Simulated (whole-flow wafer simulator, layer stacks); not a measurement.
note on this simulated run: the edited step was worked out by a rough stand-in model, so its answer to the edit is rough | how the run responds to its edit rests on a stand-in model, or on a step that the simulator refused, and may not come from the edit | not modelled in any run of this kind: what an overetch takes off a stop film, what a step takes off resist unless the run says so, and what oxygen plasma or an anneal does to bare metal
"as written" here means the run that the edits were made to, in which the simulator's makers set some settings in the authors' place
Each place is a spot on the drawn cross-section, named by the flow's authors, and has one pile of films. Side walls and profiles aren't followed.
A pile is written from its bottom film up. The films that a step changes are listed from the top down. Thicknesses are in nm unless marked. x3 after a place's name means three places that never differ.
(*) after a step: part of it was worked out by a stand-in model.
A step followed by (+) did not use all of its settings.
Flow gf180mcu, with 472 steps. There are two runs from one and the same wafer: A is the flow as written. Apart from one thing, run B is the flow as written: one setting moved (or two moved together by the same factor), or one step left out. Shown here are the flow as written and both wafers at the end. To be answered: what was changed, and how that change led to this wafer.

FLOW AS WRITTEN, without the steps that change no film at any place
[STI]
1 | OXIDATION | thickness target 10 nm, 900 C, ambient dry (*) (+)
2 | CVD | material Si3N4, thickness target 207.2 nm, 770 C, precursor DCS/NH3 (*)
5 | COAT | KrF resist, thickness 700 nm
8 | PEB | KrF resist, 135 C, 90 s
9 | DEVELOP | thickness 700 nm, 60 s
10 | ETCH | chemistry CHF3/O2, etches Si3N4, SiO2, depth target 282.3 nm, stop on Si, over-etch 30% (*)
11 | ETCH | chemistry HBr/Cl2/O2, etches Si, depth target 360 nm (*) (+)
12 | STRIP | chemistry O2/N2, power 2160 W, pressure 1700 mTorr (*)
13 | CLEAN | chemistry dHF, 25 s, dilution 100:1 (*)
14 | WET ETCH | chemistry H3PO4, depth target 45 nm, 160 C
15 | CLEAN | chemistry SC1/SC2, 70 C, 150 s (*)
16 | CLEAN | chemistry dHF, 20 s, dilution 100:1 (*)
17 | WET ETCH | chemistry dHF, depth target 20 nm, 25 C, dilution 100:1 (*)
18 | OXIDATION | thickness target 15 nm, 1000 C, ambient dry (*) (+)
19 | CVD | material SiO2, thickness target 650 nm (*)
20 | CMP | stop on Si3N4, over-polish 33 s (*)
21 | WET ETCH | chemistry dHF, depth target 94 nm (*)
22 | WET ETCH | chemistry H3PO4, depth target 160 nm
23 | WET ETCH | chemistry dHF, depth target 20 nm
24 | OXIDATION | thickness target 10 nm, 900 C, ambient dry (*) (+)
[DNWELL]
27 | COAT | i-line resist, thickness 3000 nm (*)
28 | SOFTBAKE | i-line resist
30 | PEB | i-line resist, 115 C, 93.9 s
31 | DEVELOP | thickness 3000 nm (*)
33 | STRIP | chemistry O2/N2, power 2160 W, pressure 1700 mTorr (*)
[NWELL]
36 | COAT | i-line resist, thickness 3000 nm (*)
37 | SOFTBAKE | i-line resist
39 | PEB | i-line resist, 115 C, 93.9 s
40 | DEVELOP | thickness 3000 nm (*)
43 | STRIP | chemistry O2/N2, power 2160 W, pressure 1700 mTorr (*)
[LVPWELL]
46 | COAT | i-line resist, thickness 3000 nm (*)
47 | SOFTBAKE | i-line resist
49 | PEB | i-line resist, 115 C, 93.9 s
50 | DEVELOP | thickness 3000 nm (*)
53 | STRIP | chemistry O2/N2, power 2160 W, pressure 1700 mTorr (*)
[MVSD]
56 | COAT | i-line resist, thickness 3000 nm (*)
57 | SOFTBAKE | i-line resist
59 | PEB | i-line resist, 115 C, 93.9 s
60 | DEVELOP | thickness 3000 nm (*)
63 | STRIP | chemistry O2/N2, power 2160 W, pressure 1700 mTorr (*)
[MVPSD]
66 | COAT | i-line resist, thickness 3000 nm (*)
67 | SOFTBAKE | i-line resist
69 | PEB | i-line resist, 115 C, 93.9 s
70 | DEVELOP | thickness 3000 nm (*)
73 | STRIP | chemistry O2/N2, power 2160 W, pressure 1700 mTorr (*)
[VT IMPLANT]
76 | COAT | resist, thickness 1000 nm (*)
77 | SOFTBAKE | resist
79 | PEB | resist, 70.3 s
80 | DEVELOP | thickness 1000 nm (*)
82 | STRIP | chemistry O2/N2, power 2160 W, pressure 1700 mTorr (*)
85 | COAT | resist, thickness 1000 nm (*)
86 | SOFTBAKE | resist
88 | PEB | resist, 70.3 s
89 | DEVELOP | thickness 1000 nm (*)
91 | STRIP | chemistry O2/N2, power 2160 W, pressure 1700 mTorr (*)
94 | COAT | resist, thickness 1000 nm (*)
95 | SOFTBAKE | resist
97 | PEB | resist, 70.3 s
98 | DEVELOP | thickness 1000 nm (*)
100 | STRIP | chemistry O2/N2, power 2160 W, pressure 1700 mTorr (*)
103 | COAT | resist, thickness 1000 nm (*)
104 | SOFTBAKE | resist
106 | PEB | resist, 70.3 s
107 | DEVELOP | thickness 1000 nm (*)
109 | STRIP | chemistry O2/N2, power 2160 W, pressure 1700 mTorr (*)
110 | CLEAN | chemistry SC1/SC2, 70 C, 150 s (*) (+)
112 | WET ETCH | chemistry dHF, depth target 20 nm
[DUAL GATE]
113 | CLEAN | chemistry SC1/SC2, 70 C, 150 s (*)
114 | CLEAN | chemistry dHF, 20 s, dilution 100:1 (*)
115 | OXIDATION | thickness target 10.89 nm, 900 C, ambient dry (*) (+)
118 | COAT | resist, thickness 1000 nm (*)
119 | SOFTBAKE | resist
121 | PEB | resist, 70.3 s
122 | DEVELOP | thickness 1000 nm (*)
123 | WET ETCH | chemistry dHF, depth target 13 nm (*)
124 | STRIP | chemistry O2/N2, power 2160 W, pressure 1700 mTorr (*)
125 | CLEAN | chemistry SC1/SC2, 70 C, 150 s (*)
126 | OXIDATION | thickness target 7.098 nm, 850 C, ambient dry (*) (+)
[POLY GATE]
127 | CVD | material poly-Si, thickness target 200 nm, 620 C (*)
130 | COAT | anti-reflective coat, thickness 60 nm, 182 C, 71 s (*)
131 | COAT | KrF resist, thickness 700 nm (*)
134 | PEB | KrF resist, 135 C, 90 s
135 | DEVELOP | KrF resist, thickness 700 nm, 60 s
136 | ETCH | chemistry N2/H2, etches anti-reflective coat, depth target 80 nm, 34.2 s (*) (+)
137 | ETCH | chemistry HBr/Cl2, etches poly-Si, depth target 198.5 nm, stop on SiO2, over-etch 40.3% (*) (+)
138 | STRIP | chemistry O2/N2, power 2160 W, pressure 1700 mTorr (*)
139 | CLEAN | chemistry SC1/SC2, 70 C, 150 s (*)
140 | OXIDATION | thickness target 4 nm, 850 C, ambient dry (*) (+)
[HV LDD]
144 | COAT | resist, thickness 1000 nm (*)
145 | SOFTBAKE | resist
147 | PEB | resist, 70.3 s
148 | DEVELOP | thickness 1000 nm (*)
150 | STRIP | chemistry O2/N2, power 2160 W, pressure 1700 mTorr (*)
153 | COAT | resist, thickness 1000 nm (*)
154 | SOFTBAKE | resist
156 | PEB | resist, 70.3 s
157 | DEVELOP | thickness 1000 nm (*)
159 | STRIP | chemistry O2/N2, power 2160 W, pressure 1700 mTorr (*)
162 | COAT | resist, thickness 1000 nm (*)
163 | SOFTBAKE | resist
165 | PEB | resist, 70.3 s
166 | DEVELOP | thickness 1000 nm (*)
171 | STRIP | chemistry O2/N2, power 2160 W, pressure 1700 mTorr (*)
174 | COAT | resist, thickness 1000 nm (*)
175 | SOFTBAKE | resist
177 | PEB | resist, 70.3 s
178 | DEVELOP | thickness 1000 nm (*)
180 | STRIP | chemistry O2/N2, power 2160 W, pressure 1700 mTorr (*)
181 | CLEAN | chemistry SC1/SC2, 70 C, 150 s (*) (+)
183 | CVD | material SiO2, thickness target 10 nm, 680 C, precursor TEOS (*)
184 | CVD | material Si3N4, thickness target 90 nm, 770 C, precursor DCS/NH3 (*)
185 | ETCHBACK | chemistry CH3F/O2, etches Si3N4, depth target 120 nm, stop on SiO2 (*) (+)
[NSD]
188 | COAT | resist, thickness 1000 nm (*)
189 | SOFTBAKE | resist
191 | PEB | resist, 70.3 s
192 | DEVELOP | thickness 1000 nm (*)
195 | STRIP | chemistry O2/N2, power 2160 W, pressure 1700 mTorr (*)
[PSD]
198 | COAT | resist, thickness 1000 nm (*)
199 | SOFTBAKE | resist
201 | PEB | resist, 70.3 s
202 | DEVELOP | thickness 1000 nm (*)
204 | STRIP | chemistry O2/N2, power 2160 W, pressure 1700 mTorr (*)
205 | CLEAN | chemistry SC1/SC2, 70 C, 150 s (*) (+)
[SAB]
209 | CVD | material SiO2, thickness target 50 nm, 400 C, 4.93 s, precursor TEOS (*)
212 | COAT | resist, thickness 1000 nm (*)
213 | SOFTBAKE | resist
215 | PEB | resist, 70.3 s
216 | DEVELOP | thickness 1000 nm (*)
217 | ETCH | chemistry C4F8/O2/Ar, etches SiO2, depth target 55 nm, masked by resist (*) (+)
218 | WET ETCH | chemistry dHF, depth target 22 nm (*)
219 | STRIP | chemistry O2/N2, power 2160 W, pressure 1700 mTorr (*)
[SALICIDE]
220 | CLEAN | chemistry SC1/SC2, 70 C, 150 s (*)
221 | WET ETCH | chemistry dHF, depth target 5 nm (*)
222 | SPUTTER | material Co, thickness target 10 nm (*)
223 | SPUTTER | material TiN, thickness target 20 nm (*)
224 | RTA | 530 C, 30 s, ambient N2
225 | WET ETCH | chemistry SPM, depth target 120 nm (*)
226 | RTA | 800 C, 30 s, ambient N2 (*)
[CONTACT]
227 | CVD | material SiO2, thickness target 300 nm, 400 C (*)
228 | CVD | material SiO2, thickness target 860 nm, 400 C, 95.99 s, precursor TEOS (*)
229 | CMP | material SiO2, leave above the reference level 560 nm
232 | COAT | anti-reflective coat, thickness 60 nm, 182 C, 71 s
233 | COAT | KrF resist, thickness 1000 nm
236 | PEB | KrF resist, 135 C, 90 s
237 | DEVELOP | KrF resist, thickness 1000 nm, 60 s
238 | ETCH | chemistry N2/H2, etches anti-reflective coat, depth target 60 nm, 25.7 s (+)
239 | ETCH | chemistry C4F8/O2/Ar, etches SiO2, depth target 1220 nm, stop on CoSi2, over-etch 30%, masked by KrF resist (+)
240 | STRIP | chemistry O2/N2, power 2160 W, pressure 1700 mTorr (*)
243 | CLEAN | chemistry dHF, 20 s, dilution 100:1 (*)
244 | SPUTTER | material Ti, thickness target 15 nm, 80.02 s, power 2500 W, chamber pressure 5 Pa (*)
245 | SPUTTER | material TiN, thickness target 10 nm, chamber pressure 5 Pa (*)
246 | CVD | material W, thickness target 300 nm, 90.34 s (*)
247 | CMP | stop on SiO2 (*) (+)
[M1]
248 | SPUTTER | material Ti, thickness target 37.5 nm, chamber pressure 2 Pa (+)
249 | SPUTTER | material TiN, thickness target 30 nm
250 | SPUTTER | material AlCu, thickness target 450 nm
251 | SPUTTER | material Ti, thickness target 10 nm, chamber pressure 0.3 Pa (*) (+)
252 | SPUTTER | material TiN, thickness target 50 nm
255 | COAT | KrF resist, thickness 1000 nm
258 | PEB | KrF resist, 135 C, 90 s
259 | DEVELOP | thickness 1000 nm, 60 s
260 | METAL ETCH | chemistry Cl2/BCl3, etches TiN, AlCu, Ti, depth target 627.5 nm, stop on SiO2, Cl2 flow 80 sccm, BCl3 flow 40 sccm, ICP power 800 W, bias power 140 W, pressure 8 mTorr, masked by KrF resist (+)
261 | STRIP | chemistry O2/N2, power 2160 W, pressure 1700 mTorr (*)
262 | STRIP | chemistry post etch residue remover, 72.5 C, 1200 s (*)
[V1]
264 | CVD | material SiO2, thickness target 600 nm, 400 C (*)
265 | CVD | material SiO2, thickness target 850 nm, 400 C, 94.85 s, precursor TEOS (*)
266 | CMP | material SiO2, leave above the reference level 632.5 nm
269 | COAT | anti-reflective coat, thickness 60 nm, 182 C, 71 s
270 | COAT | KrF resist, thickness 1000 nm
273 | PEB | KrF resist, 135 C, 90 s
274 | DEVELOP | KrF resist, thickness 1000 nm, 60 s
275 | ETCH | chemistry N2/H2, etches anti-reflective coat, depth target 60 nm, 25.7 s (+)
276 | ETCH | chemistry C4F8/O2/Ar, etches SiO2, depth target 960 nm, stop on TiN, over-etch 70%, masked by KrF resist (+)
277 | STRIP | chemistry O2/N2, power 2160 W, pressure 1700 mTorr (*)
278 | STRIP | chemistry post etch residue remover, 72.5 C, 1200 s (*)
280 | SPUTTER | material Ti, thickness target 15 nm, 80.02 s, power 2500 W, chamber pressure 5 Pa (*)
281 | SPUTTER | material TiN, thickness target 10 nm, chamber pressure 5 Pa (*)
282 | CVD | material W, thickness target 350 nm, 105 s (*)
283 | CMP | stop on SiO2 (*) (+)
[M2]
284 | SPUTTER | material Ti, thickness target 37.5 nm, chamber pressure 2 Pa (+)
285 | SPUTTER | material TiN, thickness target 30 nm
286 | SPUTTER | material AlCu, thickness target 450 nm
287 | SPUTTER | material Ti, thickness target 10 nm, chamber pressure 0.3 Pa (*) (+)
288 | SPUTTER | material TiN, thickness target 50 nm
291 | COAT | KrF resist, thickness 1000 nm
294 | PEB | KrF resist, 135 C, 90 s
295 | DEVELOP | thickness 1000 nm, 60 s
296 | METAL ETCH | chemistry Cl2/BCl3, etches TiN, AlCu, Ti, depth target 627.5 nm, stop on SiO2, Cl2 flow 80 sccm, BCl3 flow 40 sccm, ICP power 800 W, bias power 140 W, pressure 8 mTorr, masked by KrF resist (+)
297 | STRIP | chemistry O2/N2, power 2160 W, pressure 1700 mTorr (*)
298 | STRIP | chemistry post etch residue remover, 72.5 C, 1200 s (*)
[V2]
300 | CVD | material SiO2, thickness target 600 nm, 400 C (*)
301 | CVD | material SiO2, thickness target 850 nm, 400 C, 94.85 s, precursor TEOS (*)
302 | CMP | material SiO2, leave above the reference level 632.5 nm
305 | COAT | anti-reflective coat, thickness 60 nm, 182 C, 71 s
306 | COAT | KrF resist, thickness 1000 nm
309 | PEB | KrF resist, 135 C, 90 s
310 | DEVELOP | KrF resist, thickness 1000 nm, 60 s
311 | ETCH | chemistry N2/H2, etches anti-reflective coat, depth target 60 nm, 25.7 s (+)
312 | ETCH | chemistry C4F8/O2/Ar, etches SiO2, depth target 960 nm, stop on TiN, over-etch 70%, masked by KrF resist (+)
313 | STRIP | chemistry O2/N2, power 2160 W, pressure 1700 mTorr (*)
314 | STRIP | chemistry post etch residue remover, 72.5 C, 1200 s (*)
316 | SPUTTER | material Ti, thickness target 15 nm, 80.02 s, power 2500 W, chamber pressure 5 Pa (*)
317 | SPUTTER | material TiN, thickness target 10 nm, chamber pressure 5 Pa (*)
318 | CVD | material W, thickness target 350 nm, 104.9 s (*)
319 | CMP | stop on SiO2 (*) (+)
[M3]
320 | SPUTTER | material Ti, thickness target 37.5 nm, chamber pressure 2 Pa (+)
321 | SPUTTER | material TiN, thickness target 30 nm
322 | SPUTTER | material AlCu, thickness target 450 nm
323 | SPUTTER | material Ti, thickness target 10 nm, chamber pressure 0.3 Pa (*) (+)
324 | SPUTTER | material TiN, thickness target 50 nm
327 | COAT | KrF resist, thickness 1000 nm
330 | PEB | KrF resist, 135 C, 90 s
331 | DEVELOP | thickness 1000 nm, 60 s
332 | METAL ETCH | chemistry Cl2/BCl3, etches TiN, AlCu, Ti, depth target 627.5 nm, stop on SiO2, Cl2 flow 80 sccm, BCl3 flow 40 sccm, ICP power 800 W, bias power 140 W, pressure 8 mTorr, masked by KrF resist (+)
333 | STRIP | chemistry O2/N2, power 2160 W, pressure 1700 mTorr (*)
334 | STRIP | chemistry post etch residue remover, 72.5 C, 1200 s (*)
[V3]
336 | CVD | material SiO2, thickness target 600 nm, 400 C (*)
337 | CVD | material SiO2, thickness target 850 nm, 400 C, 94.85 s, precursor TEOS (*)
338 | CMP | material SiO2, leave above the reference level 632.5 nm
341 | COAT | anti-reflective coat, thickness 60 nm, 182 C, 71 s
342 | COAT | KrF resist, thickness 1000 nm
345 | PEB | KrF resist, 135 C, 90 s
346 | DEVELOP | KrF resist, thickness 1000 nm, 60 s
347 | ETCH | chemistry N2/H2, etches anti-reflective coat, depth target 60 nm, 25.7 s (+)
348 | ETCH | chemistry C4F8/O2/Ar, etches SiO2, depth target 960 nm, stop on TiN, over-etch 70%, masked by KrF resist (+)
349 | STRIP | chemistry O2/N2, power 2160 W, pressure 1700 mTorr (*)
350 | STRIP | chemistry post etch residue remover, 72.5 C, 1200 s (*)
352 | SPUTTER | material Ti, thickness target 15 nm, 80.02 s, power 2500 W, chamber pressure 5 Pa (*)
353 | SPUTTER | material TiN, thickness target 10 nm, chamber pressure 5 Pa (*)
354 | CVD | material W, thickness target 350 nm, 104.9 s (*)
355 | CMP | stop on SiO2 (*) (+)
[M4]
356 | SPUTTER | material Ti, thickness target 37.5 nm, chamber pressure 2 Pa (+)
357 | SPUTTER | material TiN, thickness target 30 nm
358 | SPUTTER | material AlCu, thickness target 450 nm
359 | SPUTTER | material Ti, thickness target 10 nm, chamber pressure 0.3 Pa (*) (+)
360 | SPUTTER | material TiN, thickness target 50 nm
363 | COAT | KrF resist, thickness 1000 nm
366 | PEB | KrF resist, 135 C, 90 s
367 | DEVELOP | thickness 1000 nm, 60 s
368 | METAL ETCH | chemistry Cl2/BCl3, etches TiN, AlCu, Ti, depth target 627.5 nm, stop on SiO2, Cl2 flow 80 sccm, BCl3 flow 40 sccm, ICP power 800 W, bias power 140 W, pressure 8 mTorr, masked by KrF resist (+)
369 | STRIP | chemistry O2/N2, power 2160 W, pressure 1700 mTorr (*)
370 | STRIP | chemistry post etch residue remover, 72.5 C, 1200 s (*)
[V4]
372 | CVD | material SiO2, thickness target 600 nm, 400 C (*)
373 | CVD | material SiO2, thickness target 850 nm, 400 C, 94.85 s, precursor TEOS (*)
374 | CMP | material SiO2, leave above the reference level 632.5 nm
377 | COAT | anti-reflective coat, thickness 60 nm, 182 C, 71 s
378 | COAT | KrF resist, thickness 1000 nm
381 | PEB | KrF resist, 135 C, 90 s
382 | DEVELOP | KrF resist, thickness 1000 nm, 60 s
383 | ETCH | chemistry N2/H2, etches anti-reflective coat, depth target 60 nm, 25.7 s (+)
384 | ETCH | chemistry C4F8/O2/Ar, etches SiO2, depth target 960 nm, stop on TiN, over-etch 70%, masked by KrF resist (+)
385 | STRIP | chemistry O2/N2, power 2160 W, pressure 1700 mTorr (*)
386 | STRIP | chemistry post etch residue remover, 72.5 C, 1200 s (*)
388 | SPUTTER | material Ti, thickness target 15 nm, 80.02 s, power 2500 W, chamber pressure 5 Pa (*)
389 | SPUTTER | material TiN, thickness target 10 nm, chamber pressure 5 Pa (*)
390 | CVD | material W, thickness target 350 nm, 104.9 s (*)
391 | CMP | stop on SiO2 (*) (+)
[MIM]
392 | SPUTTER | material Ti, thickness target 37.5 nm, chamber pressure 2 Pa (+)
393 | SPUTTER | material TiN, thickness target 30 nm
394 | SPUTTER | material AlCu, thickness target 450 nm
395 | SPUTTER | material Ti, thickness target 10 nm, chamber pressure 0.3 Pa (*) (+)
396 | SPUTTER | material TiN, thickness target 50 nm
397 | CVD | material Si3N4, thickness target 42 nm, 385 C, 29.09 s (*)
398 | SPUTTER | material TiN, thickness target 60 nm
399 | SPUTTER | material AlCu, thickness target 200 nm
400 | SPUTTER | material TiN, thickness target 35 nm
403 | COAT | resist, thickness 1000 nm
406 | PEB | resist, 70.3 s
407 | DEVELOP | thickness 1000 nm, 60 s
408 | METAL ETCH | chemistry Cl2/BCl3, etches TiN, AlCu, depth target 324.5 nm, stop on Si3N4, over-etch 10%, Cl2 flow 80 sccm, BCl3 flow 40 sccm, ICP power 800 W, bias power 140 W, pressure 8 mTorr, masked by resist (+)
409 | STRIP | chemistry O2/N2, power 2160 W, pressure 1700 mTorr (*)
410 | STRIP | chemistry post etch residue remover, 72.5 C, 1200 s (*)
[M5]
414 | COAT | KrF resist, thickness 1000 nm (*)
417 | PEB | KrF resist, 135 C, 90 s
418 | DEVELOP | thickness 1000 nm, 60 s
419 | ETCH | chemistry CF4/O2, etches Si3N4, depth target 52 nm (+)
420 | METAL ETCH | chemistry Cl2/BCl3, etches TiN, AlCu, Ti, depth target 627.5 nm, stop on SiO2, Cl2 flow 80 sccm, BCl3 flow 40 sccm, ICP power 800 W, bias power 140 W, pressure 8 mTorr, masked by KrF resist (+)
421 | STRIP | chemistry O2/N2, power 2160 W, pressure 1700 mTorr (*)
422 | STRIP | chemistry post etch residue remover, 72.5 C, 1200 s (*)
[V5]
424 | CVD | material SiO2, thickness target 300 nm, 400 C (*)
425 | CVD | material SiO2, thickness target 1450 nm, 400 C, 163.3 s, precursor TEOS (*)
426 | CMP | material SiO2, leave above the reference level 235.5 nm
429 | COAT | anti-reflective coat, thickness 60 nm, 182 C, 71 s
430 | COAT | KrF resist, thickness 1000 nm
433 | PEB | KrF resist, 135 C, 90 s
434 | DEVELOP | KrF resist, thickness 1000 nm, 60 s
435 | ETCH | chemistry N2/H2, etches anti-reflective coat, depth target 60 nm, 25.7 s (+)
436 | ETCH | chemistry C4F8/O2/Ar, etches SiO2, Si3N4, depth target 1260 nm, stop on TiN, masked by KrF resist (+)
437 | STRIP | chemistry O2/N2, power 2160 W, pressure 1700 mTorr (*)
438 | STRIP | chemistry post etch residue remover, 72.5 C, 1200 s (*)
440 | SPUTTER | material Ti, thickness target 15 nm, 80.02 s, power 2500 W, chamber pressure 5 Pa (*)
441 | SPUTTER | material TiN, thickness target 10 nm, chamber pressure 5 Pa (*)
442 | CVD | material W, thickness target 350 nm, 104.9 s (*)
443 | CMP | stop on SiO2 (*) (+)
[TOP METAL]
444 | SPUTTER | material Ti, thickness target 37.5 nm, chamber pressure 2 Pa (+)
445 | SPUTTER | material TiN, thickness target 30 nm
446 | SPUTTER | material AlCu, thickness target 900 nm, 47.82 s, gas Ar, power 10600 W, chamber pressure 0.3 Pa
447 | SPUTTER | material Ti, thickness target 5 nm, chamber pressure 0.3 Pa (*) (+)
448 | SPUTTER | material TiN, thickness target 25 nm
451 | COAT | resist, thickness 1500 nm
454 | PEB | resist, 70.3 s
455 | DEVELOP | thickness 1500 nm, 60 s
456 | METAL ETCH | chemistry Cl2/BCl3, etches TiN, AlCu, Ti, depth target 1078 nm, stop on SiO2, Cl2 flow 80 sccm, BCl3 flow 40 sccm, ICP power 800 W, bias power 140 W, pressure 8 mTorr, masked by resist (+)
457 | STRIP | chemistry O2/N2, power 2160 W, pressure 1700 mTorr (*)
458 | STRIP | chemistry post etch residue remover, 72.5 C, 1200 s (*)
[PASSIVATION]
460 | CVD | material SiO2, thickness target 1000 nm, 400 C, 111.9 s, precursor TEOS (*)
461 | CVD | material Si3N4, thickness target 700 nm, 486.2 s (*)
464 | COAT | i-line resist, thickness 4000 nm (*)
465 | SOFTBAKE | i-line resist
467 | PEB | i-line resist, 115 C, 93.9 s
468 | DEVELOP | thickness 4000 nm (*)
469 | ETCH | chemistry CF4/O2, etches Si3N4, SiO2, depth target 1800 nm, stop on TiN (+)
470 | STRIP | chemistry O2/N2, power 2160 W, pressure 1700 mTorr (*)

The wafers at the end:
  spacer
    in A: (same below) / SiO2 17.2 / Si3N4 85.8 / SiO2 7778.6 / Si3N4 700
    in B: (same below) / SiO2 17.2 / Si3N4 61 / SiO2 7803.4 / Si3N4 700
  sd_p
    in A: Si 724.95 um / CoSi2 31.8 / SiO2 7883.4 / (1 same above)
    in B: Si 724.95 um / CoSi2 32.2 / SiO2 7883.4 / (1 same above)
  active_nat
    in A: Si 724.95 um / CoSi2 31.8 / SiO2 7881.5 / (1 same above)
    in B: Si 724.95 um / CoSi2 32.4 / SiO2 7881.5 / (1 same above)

Cause: step 184, CVD: thickness target 65.2 nm was run, whereas the flow has thickness target 90 nm.

Step by step, how the change led to this:
  184 | CVD | material Si3N4, thickness target 90 nm, 770 C, precursor DCS/NH3 (*)
      field, field__w1, field__w2 and 101 more: A +90 Si3N4 (new film) | B +65.2 Si3N4 (new film)
  185 | ETCHBACK | chemistry CH3F/O2, etches Si3N4, depth target 120 nm, stop on SiO2 (*) (+)
      field, field__w1, field__w2 and 100 more: A -90 Si3N4 (all of it), -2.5 SiO2 | B -65.2 Si3N4 (all of it), -4.57 SiO2
  188 | COAT | resist, thickness 1000 nm (*)
      spacer: A +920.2 resist (new film) | B +942.8 resist (new film)
  189 | SOFTBAKE | resist
      field: A +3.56 resist | B -0.34 resist
      field__w9: A +6.92 resist | B +6.4 resist
      (as well as at 5 more places)
  192 | DEVELOP | thickness 1000 nm (*)
      spacer: A -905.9 resist (all of it) | B -928 resist (all of it)
  195 | STRIP | chemistry O2/N2, power 2160 W, pressure 1700 mTorr (*)
      field: A -1026.7 resist (all of it) | B -1006 resist (all of it)
  198 | COAT | resist, thickness 1000 nm (*)
      spacer: A +920.2 resist (new film) | B +942.8 resist (new film)
  199 | SOFTBAKE | resist
      field: A +3.56 resist | B -0.34 resist
      field__w9: A +6.92 resist | B +6.4 resist
      (as well as at 5 more places)
  204 | STRIP | chemistry O2/N2, power 2160 W, pressure 1700 mTorr (*)
      field: A -1026.7 resist (all of it) | B -1006 resist (all of it)
      spacer: A -905.9 resist (all of it) | B -928 resist (all of it)
  212 | COAT | resist, thickness 1000 nm (*)
      spacer: A +919.4 resist (new film) | B +941.9 resist (new film)
  213 | SOFTBAKE | resist
      field__w5: A +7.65 resist | B +7.08 resist
      gate_p: A -5.08 resist | B -4.54 resist
      (as well as at 2 more places)
  216 | DEVELOP | thickness 1000 nm (*)
      spacer: A -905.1 resist (all of it) | B -927.2 resist (all of it)
  218 | WET ETCH | chemistry dHF, depth target 22 nm (*)
      gate, gate_hv, gate_p and 23 more: A -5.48 SiO2 (all of it) | B -3.41 SiO2 (all of it)
      active, p_well, sd_n, iso_ptap_pw, iso_ntap_nw, iso_ptap_sub, vpnp_e: A -9.01 SiO2 (all of it) | B -6.94 SiO2 (all of it)
      (as well as at 16 more places)
  222 | SPUTTER | material Co, thickness target 10 nm (*)
      field__w2: A +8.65 Co (new film) | B +9.22 Co (new film)
      field__w3: A +8.06 Co (new film) | B +8.8 Co (new film)
      (as well as at 2 more places)
  223 | SPUTTER | material TiN, thickness target 20 nm (*)
      field__w2: A +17 TiN (new film) | B +18.2 TiN (new film)
      field__w3: A +15.7 TiN (new film) | B +17.3 TiN (new film)
      (as well as at 6 more places)
  224 | RTA | 530 C, 30 s, ambient N2
      ld_sd_n: A under 1 film: +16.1 CoSi (new film), -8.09 Co (all of it), -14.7 Si | B under 1 film: +16.8 CoSi (new film), -8.45 Co (all of it), -15.3 Si
      ld_drn_n: A under 1 film: +17.9 CoSi (new film), -9.02 Co (all of it), -16.4 Si | B under 1 film: +18.6 CoSi (new film), -9.37 Co (all of it), -17 Si
      (as well as at 1 more place)
  ... another 2 steps ...
  229 | CMP | material SiO2, leave above the reference level 560 nm
      spacer: A -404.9 SiO2 | B -380.1 SiO2
